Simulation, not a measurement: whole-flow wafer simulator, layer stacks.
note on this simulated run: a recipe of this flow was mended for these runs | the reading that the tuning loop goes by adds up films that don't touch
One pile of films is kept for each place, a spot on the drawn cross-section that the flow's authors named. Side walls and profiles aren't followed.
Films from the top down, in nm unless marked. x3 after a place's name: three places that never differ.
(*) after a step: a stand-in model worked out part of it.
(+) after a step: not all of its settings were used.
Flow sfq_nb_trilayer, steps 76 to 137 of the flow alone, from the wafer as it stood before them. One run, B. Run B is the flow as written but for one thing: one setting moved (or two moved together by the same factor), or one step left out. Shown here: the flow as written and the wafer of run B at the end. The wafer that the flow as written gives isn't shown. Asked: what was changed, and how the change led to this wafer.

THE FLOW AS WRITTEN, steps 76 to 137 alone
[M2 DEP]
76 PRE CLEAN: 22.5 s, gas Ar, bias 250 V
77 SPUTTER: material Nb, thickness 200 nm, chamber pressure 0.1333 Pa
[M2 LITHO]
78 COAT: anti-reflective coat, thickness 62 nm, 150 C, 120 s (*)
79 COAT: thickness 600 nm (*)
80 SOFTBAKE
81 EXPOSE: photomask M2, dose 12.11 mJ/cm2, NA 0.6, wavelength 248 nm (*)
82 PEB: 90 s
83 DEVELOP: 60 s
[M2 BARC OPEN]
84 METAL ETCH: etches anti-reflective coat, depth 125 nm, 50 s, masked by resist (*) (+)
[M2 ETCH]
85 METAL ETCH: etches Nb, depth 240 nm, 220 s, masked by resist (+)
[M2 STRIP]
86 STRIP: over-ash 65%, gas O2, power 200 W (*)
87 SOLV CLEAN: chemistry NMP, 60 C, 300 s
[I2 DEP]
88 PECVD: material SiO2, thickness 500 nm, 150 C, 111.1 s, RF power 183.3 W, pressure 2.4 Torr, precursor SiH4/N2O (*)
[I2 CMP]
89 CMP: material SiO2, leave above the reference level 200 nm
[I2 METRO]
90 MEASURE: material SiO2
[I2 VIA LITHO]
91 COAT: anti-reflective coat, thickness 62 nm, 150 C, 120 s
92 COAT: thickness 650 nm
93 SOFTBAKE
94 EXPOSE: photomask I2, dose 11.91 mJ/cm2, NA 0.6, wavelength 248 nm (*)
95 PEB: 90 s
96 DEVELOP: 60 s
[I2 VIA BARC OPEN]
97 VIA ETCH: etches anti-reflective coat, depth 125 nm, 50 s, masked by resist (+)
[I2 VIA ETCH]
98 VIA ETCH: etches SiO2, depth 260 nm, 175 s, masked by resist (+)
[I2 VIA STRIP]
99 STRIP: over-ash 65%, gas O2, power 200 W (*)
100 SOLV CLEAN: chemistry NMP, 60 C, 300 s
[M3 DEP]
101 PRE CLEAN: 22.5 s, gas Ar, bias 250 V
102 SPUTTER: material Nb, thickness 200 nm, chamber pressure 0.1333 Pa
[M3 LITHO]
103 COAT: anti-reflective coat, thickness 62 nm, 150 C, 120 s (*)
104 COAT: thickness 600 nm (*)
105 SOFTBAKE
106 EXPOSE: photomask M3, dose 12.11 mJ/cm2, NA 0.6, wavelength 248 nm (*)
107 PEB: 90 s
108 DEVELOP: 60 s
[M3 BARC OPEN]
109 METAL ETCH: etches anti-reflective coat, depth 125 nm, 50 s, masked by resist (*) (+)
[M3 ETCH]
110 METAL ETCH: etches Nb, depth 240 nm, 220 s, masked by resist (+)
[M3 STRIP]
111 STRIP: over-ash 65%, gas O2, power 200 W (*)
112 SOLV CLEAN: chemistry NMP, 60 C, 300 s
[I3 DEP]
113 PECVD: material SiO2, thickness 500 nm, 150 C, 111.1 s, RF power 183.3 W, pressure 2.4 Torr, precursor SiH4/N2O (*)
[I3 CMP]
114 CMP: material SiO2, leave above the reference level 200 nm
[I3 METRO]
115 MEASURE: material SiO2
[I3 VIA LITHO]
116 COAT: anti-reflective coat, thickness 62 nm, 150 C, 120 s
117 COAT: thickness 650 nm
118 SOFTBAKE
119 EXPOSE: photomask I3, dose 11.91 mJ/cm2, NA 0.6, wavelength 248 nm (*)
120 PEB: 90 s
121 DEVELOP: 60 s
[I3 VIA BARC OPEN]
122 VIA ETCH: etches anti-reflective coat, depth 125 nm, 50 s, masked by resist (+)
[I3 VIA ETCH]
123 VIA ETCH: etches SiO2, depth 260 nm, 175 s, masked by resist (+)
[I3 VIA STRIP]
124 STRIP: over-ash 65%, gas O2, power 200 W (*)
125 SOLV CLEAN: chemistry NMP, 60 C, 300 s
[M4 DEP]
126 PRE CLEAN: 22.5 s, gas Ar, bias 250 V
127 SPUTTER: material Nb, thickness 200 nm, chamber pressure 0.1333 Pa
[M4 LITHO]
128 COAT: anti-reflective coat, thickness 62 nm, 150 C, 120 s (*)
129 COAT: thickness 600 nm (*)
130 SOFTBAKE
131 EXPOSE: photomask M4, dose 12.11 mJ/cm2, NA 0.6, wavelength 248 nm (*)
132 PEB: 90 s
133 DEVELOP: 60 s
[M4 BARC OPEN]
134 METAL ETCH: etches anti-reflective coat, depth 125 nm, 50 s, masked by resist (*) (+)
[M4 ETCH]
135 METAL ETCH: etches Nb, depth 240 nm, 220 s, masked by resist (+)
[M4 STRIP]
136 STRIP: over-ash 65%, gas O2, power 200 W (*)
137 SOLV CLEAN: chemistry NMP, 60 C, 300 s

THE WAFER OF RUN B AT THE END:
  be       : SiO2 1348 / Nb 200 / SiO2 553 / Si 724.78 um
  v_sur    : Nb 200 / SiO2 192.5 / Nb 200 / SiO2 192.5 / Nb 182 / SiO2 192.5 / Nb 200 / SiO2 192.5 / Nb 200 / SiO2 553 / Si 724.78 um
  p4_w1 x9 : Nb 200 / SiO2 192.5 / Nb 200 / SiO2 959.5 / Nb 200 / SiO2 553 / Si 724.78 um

The cause: step 77, SPUTTER: thickness 182 nm was run, where the flow has thickness 200 nm.
It can be read off the wafer: v_sur has Nb 182, and step 77 as written asks for 200 nm.

How the change led to this, step by step:
  77 SPUTTER: material Nb, thickness 200 nm, chamber pressure 0.1333 Pa
      field_l, v_sur, via_wl and 102 more: Nb +182 (new film) (as written it would be: Nb +200 (new film))
      via_v: Nb +157.5 (as written it would be: Nb +172.8)
  85 METAL ETCH: etches Nb, depth 240 nm, 220 s, masked by resist (+)
      field_l, be, be_sur and 81 more: Nb -182 (all of it), SiO2 -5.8 (as written it would be: Nb -200 (all of it), SiO2 -4)
  89 CMP: material SiO2, leave above the reference level 200 nm
      field_l, be, be_sur and 81 more: SiO2 -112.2 (as written it would be: SiO2 -96)
